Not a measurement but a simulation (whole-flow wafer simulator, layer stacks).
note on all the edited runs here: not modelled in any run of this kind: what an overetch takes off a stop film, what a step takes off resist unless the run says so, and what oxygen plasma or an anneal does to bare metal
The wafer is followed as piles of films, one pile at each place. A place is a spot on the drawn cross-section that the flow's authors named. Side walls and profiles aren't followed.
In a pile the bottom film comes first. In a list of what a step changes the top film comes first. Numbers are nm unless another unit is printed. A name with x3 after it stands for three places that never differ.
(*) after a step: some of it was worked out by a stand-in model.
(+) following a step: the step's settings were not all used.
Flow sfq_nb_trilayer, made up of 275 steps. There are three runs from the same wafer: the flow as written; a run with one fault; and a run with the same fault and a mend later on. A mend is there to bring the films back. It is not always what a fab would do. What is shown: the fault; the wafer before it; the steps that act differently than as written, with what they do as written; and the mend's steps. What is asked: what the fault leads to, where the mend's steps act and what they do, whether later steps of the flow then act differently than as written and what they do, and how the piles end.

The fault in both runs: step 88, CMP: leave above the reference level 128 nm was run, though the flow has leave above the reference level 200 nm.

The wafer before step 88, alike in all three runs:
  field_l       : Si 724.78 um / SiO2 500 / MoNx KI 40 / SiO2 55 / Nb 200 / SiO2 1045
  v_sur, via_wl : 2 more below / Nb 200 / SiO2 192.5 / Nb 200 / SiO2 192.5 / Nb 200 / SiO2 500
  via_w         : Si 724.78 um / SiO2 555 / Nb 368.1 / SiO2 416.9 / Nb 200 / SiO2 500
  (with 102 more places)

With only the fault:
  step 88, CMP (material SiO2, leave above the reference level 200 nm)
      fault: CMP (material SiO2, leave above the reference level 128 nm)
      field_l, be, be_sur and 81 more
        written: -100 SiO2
        fault: -172 SiO2
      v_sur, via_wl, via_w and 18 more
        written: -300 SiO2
        fault: -372 SiO2
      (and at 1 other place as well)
  Later steps of the flow acting differently than as written (not shown: 3 more steps that differ only slightly, by at most 2% or 0.5 nm, whichever is larger):
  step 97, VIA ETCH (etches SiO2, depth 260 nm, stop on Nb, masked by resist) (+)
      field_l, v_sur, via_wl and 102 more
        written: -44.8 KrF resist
        fault: -33.1 KrF resist
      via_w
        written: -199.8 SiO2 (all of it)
        fault: -127.8 SiO2 (all of it)
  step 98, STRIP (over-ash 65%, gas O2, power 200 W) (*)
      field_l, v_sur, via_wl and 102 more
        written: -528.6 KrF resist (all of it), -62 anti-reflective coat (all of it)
        fault: -540.4 KrF resist (all of it), -62 anti-reflective coat (all of it)
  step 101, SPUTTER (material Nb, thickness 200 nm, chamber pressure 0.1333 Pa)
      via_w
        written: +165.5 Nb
        fault: +181.4 Nb
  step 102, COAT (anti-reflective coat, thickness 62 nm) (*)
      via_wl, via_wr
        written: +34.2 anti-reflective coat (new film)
        fault: +36.6 anti-reflective coat (new film)
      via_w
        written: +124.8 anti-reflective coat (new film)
        fault: +108.3 anti-reflective coat (new film)
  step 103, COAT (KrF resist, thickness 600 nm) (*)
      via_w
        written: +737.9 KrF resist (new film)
        fault: +678.2 KrF resist (new film)
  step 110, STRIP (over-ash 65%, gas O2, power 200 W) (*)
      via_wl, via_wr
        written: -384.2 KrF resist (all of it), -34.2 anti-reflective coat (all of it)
        fault: -390.9 KrF resist (all of it), -36.6 anti-reflective coat (all of it)
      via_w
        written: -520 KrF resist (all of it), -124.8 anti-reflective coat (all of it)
        fault: -460.4 KrF resist (all of it), -108.3 anti-reflective coat (all of it)
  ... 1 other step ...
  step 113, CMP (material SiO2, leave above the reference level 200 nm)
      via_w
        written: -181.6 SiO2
        fault: -157.1 SiO2
  At field_l, v_sur, via_wl and 103 more, the piles at the end differ from the flow's by more than 2% or 0.5 nm, whichever is larger.
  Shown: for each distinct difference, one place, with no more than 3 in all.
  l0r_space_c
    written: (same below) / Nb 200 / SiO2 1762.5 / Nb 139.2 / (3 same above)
    fault: (same below) / Nb 200 / SiO2 1690.5 / Nb 139.2 / (3 same above)
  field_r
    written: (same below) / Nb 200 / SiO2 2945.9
    fault: (same below) / Nb 200 / SiO2 2873.9
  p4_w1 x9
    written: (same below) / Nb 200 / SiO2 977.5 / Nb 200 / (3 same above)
    fault: (same below) / Nb 200 / SiO2 905.5 / Nb 200 / (3 same above)

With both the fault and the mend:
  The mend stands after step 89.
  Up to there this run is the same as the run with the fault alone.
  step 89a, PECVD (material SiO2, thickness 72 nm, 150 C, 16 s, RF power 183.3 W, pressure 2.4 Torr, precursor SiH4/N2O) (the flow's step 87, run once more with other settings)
      field_l, v_sur, via_wl and 103 more
        +72 SiO2
  Later steps of the flow that are run all act as written at every place that is followed.
  At every place that both follow, the piles at the end match the flow's.
